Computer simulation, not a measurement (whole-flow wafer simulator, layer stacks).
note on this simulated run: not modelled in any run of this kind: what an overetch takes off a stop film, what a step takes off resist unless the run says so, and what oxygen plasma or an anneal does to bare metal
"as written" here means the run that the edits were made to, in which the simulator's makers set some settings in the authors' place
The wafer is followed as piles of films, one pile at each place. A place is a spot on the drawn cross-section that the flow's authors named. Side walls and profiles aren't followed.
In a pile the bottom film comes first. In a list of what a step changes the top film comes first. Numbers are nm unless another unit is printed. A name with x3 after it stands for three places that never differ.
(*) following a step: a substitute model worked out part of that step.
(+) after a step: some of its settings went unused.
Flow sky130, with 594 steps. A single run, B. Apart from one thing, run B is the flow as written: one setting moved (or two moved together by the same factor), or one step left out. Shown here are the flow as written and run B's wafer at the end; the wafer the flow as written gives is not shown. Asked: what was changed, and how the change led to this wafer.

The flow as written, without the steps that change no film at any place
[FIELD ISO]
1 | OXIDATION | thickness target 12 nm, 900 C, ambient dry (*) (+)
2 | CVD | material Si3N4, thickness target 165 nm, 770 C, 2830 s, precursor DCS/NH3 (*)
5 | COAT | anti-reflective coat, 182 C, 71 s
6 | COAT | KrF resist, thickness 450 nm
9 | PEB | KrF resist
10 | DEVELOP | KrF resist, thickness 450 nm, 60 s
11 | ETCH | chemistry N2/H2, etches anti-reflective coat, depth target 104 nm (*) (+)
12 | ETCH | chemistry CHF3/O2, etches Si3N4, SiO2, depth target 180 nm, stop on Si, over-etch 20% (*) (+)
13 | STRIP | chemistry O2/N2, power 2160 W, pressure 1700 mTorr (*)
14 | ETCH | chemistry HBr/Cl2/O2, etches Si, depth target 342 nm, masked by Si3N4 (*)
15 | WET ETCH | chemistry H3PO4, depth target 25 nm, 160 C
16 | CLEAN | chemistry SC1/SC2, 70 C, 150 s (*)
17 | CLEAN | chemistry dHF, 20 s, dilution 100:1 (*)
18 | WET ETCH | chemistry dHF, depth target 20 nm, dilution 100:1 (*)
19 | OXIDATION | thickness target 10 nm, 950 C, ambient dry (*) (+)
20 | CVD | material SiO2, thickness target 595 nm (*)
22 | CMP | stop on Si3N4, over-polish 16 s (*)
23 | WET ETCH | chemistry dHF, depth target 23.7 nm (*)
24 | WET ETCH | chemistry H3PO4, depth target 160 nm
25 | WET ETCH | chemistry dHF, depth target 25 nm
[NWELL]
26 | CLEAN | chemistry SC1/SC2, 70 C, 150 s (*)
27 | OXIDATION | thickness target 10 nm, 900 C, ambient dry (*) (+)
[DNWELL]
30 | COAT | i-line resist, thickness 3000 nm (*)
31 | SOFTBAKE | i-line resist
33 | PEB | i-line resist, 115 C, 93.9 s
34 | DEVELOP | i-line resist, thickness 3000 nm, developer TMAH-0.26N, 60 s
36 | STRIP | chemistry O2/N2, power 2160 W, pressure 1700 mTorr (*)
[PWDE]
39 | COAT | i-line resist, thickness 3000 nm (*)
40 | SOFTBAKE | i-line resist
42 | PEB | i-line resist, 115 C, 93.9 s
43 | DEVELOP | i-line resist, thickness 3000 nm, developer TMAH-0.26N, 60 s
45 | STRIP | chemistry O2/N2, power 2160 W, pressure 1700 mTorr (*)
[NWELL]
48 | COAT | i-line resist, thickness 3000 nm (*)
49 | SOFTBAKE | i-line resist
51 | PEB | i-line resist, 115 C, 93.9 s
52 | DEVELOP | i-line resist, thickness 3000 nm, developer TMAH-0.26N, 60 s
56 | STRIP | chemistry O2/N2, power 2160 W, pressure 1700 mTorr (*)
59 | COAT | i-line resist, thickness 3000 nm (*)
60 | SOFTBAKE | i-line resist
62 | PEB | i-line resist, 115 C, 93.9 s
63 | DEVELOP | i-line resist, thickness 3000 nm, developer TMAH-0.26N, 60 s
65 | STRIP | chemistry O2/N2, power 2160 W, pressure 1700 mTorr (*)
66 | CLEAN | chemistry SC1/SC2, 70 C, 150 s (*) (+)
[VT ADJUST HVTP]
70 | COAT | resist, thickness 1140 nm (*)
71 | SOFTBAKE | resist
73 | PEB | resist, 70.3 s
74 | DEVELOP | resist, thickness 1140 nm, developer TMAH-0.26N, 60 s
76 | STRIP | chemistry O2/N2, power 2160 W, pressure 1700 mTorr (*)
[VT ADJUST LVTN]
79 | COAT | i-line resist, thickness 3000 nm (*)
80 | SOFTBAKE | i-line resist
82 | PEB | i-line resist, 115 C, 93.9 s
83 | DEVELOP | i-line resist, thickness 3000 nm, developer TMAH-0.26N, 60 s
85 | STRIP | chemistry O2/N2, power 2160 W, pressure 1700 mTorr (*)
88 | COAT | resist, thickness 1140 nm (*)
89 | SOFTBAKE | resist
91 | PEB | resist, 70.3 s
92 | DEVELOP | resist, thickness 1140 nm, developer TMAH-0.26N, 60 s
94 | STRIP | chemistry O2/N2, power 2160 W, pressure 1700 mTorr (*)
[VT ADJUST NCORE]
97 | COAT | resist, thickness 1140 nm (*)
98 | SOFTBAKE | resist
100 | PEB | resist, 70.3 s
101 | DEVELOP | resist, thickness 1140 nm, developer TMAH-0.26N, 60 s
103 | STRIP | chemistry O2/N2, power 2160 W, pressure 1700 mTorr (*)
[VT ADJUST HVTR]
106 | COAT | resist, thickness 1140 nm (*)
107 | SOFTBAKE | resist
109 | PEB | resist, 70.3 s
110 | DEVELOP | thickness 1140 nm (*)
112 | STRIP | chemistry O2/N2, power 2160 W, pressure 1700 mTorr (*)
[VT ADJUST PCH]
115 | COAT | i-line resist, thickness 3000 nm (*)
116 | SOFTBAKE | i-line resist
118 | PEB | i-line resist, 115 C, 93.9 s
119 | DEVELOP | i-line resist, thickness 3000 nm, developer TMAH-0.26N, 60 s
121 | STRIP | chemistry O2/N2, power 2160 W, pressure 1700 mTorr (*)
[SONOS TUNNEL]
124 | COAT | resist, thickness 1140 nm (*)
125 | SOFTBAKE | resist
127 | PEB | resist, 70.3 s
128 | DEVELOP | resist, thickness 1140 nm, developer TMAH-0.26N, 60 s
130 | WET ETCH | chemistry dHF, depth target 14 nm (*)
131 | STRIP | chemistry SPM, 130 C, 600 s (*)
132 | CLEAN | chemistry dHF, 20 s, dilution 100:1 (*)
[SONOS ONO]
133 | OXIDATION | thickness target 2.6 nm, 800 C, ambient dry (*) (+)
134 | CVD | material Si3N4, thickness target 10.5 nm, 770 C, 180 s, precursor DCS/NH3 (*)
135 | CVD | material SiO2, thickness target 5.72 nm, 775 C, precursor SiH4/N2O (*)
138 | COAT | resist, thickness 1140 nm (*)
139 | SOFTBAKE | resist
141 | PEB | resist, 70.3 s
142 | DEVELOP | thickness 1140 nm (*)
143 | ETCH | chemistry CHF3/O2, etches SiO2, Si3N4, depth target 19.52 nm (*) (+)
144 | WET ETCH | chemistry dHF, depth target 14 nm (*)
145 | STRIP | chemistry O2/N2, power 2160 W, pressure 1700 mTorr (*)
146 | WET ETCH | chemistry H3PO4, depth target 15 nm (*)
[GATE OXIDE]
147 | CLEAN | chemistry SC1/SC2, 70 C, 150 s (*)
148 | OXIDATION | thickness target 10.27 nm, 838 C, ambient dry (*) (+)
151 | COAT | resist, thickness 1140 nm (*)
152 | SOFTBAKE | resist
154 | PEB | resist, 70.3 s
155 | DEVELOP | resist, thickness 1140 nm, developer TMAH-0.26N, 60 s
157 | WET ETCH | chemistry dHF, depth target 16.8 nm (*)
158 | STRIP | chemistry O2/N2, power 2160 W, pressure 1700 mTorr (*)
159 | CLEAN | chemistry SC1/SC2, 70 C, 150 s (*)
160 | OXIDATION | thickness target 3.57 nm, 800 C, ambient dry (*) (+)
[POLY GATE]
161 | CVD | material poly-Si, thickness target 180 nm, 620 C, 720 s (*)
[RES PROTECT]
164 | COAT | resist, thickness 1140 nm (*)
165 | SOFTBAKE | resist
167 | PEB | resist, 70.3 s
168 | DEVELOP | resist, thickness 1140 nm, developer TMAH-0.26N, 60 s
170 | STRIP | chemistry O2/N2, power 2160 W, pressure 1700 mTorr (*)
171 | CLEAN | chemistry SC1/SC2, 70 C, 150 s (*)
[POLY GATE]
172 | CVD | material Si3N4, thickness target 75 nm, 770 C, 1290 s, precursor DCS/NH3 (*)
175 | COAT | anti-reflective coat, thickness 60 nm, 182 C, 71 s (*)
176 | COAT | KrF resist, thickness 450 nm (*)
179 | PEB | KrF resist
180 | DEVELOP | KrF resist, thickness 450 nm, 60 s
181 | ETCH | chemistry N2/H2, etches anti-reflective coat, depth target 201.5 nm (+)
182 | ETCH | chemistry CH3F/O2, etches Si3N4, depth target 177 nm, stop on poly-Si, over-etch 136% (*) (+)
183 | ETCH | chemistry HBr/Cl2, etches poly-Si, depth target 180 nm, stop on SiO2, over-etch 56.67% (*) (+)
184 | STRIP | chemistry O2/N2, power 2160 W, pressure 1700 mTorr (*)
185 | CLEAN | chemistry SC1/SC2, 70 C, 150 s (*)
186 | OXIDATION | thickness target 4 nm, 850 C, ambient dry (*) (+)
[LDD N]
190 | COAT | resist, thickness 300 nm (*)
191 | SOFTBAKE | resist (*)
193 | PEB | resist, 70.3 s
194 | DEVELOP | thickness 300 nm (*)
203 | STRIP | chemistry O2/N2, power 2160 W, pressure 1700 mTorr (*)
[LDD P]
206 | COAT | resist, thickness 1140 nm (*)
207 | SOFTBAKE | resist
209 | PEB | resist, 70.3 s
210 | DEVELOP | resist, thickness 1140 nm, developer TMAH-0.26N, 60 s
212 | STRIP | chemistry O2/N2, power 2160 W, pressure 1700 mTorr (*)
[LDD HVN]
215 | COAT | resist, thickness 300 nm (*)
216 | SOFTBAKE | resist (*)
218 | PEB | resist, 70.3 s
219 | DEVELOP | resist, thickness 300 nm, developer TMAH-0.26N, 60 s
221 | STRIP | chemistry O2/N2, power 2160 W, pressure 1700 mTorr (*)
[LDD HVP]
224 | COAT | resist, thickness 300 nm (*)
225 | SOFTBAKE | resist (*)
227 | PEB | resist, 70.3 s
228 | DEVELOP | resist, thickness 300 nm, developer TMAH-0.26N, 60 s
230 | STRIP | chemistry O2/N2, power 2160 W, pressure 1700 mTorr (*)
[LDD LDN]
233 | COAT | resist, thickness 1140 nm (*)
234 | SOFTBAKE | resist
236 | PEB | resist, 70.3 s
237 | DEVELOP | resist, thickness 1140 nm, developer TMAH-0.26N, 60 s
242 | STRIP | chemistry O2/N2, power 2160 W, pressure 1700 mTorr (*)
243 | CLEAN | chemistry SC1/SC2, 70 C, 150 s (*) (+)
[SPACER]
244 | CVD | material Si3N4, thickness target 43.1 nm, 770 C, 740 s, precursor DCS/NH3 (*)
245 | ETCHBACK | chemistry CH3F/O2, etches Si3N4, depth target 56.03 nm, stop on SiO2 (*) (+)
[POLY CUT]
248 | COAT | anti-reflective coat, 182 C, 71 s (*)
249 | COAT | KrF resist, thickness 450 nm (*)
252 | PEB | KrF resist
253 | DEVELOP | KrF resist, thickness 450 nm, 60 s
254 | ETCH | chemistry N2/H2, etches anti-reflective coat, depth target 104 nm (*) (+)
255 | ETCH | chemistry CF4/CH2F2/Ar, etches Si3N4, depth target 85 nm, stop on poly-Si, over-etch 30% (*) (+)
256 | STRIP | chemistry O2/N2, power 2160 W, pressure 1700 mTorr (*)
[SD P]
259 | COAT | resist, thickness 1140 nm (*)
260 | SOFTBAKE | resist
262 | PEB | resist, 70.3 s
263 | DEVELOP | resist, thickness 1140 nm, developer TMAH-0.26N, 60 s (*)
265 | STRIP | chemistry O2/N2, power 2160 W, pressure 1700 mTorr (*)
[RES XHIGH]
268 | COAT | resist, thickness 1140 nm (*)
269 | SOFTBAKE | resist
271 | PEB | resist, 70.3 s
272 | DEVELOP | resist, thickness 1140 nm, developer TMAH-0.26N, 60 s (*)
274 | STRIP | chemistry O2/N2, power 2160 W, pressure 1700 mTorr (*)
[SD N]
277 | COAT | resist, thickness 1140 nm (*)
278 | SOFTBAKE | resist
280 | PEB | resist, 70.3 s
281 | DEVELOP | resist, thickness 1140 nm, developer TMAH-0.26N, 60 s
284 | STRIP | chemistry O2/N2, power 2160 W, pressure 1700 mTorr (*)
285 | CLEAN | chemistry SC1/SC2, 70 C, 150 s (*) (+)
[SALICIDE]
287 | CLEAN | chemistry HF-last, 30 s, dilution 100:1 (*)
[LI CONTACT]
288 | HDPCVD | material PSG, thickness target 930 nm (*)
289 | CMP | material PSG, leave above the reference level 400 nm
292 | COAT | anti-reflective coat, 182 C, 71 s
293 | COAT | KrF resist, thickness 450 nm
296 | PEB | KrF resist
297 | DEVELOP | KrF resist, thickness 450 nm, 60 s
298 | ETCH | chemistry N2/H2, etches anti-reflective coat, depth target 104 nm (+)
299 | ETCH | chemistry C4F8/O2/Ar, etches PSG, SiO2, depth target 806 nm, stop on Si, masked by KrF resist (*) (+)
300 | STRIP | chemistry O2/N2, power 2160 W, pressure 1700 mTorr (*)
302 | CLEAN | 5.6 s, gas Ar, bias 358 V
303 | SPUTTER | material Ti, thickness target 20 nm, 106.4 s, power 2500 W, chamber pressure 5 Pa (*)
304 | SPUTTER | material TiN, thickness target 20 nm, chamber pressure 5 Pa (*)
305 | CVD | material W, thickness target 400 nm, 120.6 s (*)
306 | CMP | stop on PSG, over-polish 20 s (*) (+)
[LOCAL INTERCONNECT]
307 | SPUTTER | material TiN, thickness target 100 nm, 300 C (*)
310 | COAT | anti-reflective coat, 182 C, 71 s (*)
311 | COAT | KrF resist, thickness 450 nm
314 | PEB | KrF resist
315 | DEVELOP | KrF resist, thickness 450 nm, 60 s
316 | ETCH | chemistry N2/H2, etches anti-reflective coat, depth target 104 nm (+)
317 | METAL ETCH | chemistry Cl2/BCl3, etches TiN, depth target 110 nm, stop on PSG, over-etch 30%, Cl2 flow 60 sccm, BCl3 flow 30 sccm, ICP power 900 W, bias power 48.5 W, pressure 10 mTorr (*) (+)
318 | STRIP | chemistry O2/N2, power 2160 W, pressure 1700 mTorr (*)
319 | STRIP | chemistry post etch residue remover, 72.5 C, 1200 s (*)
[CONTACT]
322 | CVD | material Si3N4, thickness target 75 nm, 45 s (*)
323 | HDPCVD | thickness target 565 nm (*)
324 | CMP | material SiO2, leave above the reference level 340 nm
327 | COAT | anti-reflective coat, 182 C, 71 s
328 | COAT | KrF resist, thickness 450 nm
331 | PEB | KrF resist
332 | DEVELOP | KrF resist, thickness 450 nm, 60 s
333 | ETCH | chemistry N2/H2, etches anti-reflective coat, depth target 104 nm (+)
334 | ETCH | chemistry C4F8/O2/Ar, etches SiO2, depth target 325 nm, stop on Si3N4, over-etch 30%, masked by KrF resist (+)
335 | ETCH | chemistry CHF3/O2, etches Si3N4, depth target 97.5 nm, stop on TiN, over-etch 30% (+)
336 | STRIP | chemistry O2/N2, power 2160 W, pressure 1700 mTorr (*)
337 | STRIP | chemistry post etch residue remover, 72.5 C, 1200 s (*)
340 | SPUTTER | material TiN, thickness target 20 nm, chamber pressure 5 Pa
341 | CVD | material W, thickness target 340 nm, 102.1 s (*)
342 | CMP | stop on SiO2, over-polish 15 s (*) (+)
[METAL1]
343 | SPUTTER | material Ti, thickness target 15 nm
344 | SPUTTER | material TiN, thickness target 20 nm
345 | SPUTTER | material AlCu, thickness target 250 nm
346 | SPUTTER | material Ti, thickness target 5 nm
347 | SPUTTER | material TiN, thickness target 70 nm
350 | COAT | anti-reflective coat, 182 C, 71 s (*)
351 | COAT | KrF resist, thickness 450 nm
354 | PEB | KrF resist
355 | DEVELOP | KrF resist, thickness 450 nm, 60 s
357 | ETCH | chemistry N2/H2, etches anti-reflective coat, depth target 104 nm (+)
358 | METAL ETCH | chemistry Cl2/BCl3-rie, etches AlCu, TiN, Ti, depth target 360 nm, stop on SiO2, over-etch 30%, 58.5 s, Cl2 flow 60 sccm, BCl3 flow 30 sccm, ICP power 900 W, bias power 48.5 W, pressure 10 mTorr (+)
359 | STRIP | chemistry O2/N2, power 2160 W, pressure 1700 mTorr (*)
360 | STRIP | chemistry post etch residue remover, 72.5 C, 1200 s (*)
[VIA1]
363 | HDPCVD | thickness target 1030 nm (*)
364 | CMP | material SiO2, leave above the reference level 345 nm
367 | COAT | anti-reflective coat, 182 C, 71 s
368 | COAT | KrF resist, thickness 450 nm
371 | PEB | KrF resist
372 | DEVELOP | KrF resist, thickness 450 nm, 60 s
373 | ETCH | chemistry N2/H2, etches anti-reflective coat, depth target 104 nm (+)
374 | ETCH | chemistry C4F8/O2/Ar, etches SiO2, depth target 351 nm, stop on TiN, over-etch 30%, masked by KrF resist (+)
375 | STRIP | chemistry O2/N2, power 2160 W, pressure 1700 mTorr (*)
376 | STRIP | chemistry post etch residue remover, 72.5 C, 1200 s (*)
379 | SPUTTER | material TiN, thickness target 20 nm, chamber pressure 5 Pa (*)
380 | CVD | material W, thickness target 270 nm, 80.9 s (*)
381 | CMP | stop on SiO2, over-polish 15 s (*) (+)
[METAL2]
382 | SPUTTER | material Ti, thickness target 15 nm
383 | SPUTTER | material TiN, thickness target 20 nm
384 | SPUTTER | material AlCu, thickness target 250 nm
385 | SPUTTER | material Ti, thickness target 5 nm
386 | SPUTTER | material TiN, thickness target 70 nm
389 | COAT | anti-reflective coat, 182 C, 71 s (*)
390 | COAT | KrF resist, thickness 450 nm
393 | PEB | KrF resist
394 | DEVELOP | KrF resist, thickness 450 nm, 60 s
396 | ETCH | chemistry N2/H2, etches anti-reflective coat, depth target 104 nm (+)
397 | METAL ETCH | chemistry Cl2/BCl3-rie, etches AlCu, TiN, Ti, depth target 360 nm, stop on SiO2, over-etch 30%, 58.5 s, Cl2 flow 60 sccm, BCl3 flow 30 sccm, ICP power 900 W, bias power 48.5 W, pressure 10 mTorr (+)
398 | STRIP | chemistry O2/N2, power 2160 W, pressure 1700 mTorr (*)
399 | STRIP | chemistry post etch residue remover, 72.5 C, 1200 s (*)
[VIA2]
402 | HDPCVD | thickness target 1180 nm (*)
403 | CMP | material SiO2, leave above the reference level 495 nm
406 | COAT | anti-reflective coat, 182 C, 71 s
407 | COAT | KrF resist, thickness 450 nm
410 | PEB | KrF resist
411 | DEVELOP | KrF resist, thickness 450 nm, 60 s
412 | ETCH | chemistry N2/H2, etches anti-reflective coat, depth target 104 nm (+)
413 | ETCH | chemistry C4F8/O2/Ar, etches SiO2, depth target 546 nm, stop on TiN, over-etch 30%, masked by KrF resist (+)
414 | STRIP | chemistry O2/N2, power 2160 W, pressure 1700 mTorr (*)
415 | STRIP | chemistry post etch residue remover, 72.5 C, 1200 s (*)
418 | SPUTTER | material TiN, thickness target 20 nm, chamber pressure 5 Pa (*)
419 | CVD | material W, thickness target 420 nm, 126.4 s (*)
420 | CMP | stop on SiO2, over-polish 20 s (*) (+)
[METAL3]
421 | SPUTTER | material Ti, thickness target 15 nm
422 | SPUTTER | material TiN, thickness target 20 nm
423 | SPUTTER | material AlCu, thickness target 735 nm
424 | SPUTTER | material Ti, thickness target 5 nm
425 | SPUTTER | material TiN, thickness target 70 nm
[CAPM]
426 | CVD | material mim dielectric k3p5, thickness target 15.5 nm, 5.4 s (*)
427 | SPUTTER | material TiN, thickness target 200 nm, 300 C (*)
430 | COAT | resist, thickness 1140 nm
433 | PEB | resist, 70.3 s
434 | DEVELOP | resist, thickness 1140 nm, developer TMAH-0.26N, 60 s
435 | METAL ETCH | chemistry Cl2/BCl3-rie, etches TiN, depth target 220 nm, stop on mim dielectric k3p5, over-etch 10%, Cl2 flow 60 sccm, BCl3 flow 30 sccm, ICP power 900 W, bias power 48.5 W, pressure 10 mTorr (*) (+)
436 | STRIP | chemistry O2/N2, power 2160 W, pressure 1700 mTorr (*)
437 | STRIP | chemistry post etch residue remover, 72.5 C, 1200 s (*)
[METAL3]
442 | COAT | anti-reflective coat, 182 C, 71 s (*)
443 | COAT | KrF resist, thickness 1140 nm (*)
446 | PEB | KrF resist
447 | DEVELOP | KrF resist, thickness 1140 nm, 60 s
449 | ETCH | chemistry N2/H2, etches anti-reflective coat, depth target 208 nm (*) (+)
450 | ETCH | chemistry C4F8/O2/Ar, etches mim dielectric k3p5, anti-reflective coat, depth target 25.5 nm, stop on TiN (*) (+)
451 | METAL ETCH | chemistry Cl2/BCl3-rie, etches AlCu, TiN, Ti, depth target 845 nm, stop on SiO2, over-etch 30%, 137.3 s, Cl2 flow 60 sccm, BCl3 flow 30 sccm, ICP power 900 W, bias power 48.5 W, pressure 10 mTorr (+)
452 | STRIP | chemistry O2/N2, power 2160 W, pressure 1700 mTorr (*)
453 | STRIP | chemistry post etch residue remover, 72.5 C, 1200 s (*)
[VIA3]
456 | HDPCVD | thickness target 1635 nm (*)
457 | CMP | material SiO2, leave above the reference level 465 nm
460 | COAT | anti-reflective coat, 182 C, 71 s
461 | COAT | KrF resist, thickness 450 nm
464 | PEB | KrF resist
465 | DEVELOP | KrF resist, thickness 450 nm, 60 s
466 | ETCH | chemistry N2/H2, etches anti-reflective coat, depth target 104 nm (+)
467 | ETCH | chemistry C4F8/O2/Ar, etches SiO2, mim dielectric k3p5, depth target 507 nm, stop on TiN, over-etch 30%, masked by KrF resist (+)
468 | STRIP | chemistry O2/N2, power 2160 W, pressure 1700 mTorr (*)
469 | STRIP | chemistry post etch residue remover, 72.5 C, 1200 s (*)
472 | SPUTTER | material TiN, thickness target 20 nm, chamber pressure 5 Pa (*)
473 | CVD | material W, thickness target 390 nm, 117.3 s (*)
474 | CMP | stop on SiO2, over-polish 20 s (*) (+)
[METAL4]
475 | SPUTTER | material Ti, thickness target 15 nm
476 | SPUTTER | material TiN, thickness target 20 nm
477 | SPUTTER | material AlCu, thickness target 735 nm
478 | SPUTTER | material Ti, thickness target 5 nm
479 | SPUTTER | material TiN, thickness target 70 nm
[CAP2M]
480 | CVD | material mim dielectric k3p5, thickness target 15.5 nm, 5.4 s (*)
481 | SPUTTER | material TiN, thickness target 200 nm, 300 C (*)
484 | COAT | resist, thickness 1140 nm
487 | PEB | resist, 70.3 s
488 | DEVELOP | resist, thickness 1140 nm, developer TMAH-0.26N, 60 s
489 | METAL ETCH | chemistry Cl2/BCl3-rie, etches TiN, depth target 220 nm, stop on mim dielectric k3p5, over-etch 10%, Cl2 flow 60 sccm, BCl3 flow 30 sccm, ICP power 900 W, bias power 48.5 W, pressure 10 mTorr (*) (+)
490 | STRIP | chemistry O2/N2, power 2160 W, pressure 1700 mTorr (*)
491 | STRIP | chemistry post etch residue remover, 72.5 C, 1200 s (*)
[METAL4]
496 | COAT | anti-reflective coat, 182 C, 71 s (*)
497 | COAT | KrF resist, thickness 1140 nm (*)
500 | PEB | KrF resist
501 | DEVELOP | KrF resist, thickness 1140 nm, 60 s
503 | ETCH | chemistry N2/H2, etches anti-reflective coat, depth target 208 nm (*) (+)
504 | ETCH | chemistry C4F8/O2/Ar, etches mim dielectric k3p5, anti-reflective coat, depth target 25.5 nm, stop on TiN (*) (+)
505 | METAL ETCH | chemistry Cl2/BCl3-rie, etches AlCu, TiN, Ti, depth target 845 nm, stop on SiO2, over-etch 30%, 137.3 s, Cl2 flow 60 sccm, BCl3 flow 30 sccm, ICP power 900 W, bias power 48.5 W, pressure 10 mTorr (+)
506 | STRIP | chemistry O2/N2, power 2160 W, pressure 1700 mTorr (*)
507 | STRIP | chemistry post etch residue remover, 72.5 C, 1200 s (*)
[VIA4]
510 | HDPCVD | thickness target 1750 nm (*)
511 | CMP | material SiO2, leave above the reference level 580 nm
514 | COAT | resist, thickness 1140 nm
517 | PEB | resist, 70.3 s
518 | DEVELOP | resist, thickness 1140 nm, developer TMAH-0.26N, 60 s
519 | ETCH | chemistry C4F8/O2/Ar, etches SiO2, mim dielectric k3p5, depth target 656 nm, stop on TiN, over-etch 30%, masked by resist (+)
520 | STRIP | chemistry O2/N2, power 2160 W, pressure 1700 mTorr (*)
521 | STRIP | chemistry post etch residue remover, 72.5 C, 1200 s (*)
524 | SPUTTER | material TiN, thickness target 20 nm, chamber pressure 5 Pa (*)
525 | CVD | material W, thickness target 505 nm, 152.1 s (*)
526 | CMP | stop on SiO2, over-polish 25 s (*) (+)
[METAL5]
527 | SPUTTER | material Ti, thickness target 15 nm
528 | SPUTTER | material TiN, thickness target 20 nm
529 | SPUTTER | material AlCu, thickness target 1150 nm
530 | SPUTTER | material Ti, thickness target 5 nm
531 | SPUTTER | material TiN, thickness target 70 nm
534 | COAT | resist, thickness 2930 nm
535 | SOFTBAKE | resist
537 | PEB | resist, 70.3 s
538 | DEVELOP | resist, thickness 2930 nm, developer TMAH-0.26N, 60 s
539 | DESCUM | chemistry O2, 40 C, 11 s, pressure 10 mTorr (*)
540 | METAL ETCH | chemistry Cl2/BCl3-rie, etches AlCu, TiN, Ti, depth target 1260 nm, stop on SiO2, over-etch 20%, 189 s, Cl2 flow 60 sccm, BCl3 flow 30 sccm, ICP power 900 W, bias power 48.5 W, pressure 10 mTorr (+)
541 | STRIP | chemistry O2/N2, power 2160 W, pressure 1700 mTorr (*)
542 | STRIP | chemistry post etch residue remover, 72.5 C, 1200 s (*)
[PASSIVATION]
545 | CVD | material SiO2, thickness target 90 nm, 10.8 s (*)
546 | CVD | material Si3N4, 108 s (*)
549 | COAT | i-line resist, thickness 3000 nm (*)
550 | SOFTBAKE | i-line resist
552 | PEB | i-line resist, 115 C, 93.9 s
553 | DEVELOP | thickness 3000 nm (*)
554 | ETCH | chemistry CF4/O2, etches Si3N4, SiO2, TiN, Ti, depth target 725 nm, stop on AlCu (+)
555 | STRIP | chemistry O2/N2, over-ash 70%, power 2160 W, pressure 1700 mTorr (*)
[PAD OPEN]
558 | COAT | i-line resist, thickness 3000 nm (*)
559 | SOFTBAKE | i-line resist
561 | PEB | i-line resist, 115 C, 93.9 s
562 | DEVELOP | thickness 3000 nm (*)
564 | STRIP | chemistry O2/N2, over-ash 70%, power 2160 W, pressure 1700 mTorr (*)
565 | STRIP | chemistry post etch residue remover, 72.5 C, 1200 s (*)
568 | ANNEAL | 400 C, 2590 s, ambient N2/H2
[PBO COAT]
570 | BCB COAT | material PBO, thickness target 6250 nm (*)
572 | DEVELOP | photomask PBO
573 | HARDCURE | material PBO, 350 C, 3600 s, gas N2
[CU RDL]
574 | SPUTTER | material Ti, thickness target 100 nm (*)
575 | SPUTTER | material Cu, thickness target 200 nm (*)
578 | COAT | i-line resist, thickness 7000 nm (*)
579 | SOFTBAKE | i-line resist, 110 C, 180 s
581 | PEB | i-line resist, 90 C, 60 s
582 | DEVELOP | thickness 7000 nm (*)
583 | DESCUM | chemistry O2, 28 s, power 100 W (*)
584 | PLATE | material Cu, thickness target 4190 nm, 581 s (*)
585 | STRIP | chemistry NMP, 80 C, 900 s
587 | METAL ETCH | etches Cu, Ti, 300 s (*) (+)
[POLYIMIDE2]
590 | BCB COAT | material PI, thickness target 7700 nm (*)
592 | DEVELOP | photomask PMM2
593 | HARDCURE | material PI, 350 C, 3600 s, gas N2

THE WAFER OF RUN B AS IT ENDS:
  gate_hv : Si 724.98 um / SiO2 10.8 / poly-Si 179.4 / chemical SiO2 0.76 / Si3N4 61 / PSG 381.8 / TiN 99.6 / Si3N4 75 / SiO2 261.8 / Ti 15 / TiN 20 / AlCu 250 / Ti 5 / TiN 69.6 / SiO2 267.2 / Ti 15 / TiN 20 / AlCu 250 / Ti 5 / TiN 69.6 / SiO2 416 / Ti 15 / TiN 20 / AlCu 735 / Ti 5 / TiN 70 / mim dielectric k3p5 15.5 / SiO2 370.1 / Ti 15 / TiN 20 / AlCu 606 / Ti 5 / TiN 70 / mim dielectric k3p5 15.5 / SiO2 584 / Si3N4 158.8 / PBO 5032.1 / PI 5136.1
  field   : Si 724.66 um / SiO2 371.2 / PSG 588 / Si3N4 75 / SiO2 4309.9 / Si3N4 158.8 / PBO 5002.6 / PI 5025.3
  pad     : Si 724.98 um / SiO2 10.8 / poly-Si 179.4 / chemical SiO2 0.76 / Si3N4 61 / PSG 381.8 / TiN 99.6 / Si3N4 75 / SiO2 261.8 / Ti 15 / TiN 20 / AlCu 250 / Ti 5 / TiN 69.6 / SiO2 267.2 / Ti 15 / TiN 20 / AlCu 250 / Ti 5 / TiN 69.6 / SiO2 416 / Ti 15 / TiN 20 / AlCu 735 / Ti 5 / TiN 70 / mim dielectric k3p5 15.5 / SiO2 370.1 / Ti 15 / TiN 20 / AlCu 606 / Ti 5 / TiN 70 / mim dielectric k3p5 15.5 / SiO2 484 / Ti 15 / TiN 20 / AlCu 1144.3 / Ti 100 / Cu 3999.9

What caused this: step 477, SPUTTER: thickness target 606 nm was run, while the flow as written has thickness target 735 nm.
The wafer lets one read it off: gate_hv has AlCu 606, and step 477 as written asks for 735 nm.

How this came from the change, step by step:
  477 | SPUTTER | material AlCu, thickness target 735 nm
      field, active, n_well and 189 more: AlCu gains 606 (new film) (in the flow as written it would be: AlCu gains 735 (new film))
  505 | METAL ETCH | chemistry Cl2/BCl3-rie, etches AlCu, TiN, Ti, depth target 845 nm, stop on SiO2, over-etch 30%, 137.3 s, Cl2 flow 60 sccm, BCl3 flow 30 sccm, ICP power 900 W, bias power 48.5 W, pressure 10 mTorr (+)
      field, gate, spacer and 68 more: TiN loses 70 (all of it), Ti loses 5 (all of it), AlCu loses 606 (all of it), TiN loses 20 (all of it), Ti loses 15 (all of it), SiO2 loses 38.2 (in the flow as written it would be: TiN loses 70 (all of it), Ti loses 5 (all of it), AlCu loses 735 (all of it), TiN loses 20 (all of it), Ti loses 15 (all of it), SiO2 loses 25.4)
      active, vpp_iso1, mim_edge_plate and 14 more: TiN loses 70 (all of it), Ti loses 5 (all of it), AlCu loses 606 (all of it), TiN loses 20 (all of it), Ti loses 15 (all of it), SiO2 loses 38.2 (in the flow as written it would be: TiN loses 70 (all of it), Ti loses 5 (all of it), AlCu loses 735 (all of it), TiN loses 20 (all of it), Ti loses 15 (all of it), SiO2 loses 25.3)
  511 | CMP | material SiO2, leave above the reference level 580 nm
      field, active, gate and 76 more: SiO2 loses 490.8 (in the flow as written it would be: SiO2 loses 374.7)
      iso_guard__w1, mim_edge_gap, vpp_l1ln, vpp_m3ln, rpm_encl, via2_enc, rpm_encl_psd, iso_guard_nsd_tip: SiO2 loses 490.8 (in the flow as written it would be: SiO2 loses 374.6)
      (as well as at 1 more place)
